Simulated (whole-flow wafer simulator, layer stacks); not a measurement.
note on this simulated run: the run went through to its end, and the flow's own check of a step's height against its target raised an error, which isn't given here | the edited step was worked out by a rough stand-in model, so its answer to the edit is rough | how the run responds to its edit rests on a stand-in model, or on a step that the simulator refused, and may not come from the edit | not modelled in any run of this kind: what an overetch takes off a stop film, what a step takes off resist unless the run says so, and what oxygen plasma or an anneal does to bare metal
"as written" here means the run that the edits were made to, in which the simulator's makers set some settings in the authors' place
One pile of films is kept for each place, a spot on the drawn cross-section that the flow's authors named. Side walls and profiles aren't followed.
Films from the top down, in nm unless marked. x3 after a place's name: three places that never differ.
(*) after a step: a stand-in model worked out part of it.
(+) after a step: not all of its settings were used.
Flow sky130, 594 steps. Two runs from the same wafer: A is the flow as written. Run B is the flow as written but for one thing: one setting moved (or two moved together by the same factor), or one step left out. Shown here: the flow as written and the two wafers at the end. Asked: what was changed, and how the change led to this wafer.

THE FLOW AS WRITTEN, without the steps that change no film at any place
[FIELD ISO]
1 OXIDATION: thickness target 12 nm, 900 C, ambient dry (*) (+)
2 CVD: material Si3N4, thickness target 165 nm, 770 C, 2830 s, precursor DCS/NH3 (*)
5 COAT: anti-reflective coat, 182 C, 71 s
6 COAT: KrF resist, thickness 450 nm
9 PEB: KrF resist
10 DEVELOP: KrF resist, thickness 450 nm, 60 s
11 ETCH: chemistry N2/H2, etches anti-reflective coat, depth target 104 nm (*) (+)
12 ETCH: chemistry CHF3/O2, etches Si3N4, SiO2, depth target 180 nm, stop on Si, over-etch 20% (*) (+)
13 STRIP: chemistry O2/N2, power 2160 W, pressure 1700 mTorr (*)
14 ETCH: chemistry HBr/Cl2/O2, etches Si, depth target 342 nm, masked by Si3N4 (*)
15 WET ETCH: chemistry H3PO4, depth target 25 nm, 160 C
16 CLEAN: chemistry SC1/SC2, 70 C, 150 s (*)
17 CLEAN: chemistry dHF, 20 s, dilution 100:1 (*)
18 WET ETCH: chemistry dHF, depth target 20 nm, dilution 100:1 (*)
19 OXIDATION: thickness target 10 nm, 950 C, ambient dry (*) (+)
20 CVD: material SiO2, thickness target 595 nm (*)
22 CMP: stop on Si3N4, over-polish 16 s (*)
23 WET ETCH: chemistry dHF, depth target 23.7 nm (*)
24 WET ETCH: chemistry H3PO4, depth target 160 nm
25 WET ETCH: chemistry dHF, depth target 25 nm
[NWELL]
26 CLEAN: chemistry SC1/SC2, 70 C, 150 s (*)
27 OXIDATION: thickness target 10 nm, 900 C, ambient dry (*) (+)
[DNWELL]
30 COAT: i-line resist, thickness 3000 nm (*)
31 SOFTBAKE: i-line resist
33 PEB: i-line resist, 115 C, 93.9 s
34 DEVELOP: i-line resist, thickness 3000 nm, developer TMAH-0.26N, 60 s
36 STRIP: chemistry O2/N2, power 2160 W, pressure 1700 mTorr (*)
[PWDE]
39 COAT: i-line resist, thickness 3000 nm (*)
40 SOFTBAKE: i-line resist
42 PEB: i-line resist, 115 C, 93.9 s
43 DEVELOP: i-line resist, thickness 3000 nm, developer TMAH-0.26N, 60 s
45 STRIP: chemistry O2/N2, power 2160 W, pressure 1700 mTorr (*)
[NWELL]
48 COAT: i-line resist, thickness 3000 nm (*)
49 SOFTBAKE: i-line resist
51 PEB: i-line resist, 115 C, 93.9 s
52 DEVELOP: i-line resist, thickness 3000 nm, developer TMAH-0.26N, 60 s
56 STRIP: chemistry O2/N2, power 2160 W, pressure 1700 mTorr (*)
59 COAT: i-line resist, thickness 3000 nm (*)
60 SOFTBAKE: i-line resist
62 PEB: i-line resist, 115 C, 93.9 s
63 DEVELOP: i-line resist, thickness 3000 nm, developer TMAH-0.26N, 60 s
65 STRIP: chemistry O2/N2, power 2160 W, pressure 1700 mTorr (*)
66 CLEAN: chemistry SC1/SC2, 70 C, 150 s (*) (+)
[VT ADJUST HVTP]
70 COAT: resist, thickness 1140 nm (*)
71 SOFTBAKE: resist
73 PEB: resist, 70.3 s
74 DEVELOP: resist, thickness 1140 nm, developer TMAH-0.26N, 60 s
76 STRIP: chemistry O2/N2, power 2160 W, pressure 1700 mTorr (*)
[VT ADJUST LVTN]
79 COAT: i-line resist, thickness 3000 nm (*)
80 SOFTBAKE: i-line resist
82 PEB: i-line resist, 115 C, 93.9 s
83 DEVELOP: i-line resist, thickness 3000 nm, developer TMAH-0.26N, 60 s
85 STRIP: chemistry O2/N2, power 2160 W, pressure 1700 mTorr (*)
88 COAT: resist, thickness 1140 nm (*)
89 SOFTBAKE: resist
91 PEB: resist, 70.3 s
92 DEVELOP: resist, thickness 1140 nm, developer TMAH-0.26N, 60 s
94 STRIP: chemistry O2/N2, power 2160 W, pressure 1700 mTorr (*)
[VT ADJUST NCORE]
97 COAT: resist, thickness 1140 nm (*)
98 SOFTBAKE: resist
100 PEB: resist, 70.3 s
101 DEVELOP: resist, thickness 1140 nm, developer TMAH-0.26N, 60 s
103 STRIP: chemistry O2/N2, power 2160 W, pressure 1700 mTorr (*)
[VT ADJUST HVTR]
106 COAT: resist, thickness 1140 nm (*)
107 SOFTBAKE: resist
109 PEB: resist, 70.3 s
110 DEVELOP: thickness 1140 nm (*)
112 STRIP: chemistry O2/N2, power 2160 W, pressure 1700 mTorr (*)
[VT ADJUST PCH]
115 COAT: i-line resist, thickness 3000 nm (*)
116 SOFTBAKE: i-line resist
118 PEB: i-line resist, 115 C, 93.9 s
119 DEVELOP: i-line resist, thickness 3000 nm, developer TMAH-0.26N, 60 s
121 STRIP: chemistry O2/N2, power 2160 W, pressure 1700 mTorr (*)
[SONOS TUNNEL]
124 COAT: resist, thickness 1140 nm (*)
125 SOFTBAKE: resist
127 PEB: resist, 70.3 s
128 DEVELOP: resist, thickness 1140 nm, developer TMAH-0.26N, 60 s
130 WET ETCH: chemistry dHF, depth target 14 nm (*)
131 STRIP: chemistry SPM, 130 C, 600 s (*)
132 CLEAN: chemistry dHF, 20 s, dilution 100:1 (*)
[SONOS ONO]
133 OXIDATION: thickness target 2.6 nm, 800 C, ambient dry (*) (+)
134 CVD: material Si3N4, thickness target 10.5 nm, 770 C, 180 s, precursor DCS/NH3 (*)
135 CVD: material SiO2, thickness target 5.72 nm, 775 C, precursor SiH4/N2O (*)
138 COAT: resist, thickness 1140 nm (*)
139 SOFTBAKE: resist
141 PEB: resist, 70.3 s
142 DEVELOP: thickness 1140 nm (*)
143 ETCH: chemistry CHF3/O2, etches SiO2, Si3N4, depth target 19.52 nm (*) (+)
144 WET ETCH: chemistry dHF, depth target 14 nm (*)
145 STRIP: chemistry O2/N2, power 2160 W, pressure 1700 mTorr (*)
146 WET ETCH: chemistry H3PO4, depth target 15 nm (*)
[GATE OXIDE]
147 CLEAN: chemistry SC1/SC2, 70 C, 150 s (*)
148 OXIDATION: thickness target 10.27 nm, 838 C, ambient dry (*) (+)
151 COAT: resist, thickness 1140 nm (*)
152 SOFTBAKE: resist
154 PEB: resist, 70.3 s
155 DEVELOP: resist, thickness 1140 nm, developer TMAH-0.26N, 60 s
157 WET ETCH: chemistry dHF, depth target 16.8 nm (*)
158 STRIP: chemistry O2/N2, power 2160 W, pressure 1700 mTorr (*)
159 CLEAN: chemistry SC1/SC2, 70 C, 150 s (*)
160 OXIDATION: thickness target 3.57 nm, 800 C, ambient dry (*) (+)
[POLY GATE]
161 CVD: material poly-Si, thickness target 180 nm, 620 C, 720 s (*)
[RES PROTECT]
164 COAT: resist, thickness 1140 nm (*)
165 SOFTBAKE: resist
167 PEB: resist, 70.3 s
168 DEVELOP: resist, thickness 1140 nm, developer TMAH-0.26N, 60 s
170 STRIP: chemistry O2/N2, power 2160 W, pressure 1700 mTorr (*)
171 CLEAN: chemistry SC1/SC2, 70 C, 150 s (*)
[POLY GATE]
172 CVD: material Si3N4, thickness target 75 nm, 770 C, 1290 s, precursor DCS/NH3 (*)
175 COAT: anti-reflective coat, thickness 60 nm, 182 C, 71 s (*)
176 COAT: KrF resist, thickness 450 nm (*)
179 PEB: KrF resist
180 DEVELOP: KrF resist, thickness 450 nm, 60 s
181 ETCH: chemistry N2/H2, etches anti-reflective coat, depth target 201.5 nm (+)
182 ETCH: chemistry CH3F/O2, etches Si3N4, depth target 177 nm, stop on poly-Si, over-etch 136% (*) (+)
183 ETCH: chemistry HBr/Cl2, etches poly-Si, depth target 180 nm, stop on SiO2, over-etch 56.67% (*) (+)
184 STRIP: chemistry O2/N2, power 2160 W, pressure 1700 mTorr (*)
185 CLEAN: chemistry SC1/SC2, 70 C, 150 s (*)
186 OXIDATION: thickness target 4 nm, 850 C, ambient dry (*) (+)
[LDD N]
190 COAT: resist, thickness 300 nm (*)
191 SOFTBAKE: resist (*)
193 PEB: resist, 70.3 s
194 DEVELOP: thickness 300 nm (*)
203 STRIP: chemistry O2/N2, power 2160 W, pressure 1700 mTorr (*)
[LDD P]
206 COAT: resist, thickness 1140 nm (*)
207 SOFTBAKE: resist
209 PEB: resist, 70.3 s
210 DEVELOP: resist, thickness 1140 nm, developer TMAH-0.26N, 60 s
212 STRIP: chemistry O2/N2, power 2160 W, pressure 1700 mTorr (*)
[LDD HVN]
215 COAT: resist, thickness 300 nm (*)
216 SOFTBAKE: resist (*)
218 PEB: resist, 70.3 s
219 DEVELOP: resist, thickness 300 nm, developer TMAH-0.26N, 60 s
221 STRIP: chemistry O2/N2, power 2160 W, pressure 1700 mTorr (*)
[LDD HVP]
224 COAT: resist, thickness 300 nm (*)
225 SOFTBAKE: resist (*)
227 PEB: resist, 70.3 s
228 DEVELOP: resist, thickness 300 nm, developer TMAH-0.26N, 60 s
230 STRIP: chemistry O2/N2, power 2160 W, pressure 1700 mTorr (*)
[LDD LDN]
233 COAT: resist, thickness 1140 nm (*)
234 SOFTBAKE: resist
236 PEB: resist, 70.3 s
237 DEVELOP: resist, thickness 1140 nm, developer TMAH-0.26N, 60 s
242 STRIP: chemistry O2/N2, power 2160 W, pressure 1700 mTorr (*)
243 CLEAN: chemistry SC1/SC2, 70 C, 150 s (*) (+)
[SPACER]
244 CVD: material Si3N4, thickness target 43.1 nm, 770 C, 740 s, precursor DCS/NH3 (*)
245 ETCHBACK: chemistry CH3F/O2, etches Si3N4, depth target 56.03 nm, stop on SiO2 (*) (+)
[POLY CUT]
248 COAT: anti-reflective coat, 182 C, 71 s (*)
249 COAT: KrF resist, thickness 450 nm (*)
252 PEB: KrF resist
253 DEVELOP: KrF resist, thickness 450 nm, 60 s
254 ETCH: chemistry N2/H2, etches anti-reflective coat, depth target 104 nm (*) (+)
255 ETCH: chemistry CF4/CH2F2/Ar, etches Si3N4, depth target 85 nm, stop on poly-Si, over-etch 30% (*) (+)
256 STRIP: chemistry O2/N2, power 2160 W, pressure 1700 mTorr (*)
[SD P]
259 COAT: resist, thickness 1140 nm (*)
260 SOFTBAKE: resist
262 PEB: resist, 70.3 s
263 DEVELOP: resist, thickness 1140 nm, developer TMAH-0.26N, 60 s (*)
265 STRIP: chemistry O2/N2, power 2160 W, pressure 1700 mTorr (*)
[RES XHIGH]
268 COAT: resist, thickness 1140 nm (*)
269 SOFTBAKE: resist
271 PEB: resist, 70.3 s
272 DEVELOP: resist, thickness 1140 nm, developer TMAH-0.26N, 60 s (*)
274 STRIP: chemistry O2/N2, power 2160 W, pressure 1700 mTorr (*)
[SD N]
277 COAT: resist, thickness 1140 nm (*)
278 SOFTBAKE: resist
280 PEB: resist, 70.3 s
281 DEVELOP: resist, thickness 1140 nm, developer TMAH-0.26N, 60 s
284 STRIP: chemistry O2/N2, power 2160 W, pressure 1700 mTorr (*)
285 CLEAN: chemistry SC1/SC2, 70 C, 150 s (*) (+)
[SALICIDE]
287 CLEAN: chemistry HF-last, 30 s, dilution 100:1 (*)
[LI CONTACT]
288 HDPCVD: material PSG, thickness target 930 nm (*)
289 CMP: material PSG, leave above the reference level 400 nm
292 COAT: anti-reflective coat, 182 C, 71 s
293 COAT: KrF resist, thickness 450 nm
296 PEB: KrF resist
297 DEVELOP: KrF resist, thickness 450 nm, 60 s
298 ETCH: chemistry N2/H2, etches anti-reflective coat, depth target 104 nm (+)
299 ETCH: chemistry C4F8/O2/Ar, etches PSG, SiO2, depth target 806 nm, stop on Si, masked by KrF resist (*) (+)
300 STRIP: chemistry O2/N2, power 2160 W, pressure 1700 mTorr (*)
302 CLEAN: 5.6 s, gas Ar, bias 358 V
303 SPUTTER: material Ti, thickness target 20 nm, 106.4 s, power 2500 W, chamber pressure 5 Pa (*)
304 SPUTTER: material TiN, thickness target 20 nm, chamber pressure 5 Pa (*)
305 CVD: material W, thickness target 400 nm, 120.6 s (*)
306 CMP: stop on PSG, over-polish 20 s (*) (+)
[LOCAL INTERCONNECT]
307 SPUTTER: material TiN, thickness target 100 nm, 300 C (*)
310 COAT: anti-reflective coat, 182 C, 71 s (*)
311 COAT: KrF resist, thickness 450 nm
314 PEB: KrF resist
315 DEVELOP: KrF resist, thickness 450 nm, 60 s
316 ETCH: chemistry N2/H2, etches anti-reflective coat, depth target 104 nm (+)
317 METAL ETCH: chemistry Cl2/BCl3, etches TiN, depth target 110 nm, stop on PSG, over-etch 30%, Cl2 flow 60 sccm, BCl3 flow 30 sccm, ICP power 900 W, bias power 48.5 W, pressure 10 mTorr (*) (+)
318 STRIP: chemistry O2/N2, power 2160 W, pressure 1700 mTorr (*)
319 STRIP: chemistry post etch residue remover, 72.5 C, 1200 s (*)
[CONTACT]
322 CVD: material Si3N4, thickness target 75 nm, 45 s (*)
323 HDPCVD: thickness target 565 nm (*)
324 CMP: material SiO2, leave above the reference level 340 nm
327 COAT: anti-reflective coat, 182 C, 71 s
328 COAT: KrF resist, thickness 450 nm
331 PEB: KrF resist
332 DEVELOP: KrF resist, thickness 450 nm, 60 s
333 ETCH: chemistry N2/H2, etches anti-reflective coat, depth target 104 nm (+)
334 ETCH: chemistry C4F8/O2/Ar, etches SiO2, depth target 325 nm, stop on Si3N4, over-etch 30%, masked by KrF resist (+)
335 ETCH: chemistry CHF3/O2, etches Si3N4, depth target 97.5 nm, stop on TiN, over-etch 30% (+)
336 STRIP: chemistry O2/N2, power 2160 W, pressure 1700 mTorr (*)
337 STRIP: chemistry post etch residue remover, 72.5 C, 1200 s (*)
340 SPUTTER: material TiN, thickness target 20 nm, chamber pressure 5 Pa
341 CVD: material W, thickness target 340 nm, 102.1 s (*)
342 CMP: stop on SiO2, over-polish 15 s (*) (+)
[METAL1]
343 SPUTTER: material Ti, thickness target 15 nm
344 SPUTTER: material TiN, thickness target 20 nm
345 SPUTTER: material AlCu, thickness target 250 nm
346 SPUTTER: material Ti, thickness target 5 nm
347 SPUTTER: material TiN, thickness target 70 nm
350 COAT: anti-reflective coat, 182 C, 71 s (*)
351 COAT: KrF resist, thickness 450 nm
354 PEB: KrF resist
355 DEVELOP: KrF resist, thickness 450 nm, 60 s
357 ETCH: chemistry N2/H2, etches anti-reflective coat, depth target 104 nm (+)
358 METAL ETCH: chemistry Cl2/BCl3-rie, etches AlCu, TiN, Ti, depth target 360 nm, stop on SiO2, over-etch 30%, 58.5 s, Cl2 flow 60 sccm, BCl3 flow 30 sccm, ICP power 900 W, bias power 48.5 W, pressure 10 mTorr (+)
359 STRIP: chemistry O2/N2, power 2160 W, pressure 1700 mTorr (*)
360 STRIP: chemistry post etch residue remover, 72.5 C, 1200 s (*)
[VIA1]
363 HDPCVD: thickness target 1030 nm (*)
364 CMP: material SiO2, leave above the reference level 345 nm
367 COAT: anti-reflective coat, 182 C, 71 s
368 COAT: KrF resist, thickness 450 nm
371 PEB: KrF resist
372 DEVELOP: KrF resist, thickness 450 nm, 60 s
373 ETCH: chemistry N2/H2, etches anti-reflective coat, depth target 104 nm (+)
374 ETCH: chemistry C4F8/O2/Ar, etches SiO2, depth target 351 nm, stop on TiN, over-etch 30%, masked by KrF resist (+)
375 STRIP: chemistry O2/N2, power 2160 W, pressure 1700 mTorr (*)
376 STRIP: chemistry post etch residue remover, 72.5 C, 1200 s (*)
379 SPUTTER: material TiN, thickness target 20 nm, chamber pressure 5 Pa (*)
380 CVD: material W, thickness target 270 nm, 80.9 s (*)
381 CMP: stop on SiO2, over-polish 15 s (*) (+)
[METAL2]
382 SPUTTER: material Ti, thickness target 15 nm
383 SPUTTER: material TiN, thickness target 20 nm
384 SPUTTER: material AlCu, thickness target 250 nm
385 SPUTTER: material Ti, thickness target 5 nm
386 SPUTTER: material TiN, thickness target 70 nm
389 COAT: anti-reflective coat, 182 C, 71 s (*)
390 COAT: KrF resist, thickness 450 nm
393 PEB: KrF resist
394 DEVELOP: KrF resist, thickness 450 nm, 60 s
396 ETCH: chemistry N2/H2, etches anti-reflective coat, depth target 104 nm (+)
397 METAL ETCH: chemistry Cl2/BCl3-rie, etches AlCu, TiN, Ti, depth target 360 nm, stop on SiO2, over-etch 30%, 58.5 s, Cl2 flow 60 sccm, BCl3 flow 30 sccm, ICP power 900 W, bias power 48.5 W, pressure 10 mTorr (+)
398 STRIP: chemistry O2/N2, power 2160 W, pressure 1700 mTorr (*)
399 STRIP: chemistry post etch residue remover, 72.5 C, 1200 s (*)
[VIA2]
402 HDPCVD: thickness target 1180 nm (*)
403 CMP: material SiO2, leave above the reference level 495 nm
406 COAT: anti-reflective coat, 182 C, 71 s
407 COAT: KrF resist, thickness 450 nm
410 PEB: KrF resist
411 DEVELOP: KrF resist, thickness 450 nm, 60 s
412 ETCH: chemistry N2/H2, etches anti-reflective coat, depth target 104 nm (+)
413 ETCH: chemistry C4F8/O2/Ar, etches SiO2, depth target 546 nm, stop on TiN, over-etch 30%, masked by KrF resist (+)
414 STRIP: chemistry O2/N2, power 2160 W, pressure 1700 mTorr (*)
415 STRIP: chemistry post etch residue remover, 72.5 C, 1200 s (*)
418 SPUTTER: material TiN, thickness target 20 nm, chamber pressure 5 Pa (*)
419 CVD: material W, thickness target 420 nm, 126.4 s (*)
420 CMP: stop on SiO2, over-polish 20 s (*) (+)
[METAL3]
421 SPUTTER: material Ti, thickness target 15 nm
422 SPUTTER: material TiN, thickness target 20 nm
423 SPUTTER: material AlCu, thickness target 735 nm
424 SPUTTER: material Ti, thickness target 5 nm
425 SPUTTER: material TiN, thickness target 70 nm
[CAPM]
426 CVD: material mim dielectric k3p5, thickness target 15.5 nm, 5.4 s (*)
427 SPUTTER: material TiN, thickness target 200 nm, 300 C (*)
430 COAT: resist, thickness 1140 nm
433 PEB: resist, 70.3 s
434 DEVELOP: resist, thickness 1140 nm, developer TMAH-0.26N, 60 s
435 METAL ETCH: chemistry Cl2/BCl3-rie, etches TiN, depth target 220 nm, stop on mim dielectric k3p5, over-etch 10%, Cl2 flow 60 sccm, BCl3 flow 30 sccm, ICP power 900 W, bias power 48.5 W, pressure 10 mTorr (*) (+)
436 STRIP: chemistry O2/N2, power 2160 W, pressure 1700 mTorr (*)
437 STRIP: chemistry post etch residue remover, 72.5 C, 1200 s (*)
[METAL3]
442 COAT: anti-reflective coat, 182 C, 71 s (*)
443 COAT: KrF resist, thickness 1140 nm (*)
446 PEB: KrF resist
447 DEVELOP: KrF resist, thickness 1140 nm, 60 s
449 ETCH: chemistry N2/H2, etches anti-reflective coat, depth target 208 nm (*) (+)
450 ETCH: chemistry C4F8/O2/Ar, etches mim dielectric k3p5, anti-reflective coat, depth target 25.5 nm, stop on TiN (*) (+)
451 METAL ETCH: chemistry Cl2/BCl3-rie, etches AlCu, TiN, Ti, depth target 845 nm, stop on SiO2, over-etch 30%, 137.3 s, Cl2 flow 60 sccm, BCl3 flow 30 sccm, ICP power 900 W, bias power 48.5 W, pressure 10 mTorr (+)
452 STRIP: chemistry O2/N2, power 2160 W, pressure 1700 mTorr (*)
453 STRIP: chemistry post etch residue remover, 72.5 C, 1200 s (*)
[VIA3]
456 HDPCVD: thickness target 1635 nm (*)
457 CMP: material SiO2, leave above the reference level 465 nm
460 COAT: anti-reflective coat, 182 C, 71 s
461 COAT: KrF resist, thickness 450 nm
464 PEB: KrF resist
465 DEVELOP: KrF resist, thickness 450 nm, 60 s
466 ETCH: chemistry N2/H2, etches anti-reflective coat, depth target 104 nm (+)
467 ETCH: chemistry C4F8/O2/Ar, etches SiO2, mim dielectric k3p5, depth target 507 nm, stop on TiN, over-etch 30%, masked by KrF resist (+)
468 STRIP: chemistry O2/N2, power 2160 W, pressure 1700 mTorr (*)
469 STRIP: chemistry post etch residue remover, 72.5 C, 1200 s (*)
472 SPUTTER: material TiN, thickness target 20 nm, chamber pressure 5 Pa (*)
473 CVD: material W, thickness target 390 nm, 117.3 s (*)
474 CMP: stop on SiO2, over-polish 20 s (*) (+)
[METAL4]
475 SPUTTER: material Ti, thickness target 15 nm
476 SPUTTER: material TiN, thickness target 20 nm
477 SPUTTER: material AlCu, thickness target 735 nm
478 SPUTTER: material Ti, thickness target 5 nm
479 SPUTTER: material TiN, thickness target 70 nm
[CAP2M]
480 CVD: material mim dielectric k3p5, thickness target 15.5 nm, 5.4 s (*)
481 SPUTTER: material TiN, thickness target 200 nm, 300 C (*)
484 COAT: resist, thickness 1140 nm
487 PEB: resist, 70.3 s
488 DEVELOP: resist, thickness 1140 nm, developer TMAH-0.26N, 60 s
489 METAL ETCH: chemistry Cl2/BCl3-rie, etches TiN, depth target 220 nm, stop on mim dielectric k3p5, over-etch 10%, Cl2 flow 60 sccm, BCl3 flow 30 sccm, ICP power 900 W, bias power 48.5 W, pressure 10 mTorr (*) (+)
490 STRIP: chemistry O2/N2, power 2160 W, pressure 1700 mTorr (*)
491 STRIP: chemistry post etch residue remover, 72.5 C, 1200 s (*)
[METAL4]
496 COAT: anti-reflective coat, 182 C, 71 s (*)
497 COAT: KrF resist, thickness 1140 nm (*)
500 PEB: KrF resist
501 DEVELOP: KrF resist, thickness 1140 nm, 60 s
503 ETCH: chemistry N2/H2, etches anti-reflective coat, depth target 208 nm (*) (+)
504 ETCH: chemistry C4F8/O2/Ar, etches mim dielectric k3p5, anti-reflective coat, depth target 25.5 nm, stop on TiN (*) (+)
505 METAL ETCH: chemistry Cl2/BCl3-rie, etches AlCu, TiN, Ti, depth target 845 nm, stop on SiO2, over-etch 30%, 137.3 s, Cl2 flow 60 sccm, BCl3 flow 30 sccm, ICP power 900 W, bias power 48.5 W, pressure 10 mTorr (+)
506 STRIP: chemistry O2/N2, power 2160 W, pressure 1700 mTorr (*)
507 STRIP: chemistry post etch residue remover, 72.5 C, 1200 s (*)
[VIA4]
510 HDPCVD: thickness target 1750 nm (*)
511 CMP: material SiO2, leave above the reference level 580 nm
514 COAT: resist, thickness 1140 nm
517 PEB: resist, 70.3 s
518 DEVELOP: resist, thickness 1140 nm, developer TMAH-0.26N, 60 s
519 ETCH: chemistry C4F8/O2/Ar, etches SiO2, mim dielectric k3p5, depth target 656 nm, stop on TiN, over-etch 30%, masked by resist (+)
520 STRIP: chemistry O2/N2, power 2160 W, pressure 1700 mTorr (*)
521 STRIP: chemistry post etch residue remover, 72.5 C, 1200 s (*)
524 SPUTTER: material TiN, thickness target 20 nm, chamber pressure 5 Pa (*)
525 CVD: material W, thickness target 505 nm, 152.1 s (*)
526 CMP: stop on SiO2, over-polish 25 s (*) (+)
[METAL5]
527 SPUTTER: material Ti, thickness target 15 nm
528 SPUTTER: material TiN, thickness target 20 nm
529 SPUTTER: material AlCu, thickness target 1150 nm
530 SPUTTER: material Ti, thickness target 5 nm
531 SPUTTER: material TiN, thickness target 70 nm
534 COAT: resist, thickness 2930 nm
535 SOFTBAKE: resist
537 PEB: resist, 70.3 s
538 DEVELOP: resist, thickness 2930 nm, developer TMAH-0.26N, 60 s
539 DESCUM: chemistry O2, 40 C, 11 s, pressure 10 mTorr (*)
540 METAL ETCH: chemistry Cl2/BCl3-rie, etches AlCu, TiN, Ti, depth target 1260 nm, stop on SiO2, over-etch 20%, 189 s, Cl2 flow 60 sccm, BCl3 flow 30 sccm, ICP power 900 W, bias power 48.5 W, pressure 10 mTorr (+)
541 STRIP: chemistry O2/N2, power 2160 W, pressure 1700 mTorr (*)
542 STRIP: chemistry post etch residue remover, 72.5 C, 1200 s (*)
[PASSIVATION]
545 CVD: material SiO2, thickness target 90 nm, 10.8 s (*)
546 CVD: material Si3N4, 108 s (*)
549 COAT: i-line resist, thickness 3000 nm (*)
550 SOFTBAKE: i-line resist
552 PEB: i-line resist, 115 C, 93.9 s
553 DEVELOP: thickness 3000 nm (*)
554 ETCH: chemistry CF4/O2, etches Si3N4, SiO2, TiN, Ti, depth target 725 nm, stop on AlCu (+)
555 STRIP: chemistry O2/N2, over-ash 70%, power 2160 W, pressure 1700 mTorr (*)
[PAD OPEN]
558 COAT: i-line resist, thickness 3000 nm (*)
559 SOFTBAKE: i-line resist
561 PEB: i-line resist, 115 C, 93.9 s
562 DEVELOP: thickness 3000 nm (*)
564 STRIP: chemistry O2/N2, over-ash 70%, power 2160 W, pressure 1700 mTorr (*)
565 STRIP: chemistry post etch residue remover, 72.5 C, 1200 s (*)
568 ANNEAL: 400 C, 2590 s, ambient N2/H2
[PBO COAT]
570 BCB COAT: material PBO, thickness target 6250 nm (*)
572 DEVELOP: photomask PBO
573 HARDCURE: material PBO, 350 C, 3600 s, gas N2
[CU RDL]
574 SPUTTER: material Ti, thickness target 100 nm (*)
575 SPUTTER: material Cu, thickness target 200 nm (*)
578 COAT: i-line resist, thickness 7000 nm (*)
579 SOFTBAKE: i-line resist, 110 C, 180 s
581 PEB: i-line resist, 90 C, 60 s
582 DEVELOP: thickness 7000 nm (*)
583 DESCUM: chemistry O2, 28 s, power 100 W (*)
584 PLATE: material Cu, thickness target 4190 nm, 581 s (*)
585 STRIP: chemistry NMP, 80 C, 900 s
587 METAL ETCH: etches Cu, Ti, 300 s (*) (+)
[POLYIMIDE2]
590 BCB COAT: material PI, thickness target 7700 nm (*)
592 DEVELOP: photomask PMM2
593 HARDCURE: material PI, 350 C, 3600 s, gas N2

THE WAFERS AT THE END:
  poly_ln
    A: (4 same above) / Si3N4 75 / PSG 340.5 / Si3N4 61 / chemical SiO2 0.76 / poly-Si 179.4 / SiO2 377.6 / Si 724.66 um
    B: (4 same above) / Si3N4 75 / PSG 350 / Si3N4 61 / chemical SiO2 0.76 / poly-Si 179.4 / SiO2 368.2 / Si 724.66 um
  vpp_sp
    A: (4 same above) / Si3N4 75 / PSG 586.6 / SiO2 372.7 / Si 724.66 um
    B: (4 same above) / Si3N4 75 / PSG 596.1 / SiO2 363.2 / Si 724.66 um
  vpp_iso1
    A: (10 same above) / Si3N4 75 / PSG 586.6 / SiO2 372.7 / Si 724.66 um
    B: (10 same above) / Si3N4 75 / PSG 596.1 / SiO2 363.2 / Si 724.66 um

The cause: step 23, WET ETCH: depth target 33.2 nm was run, where the flow has depth target 23.7 nm.

How the change led to this, step by step:
  23 WET ETCH: chemistry dHF, depth target 23.7 nm (*)
      active, n_well, p_well and 100 more: A Si3N4 -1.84 | B Si3N4 -2.54
      field, mim, iso_guard and 84 more: A SiO2 -23.7 | B SiO2 -33.2
  31 SOFTBAKE: i-line resist
      m1: A i-line resist +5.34 | B i-line resist +4.65
      sonos_cell: A i-line resist +6.18 | B i-line resist +5.39
      (and at 68 more places)
  40 SOFTBAKE: i-line resist
      m1: A i-line resist +5.34 | B i-line resist +4.65
      sonos_cell: A i-line resist +6.18 | B i-line resist +5.39
      (and at 68 more places)
  49 SOFTBAKE: i-line resist
      m1: A i-line resist +5.34 | B i-line resist +4.65
      sonos_cell: A i-line resist +6.18 | B i-line resist +5.39
      (and at 68 more places)
  60 SOFTBAKE: i-line resist
      m1: A i-line resist +5.34 | B i-line resist +4.65
      sonos_cell: A i-line resist +6.18 | B i-line resist +5.39
      (and at 68 more places)
  71 SOFTBAKE: resist
      gate_hv_pwblk: A resist +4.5 | B resist +3.9
      ndiff_licon_cpp: A resist +4.39 | B resist +3.83
      (and at 3 more places)
  80 SOFTBAKE: i-line resist
      m1: A i-line resist +5.35 | B i-line resist +4.65
      sonos_cell: A i-line resist +6.18 | B i-line resist +5.38
      (and at 68 more places)
  89 SOFTBAKE: resist
      gate_hv_pwblk: A resist +4.5 | B resist +3.9
      ndiff_licon_cpp: A resist +4.39 | B resist +3.83
      (and at 3 more places)
  98 SOFTBAKE: resist
      gate_hv_pwblk: A resist +4.5 | B resist +3.9
      ndiff_licon_cpp: A resist +4.39 | B resist +3.83
      (and at 3 more places)
  107 SOFTBAKE: resist
      gate_hv_pwblk: A resist +4.5 | B resist +3.9
      ndiff_licon_cpp: A resist +4.39 | B resist +3.83
      (and at 3 more places)
  116 SOFTBAKE: i-line resist
      m1: A i-line resist +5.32 | B i-line resist +4.63
      sonos_cell: A i-line resist +6.16 | B i-line resist +5.36
      (and at 68 more places)
  125 SOFTBAKE: resist
      gate_hv_pwblk: A resist +4.5 | B resist +3.9
      ndiff_licon_cpp: A resist +4.39 | B resist +3.83
      (and at 3 more places)
  139 SOFTBAKE: resist
      gate_hv_pwblk: A resist +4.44 | B resist +3.84
      ndiff_licon_cpp: A resist +4.26 | B resist +3.7
      (and at 3 more places)
  152 SOFTBAKE: resist
      gate_hv_pwblk: A resist +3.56 | B resist +2.96
      ndiff_licon_cpp: A resist +3.51 | B resist +2.95
      (and at 3 more places)
  161 CVD: material poly-Si, thickness target 180 nm, 620 C, 720 s (*)
      ndiff_dn: A poly-Si +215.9 (new film) | B poly-Si +206.4 (new film)
  165 SOFTBAKE: resist
      gate_hv_pwblk: A resist +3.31 | B resist +2.72
      gate_hv_iso: A resist +3.1 | B resist +2.57
      (and at 2 more places)
  ... 23 more steps ...
  306 CMP: stop on PSG, over-polish 20 s (*) (+)
      poly_licon: A W -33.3 | B W -23.9
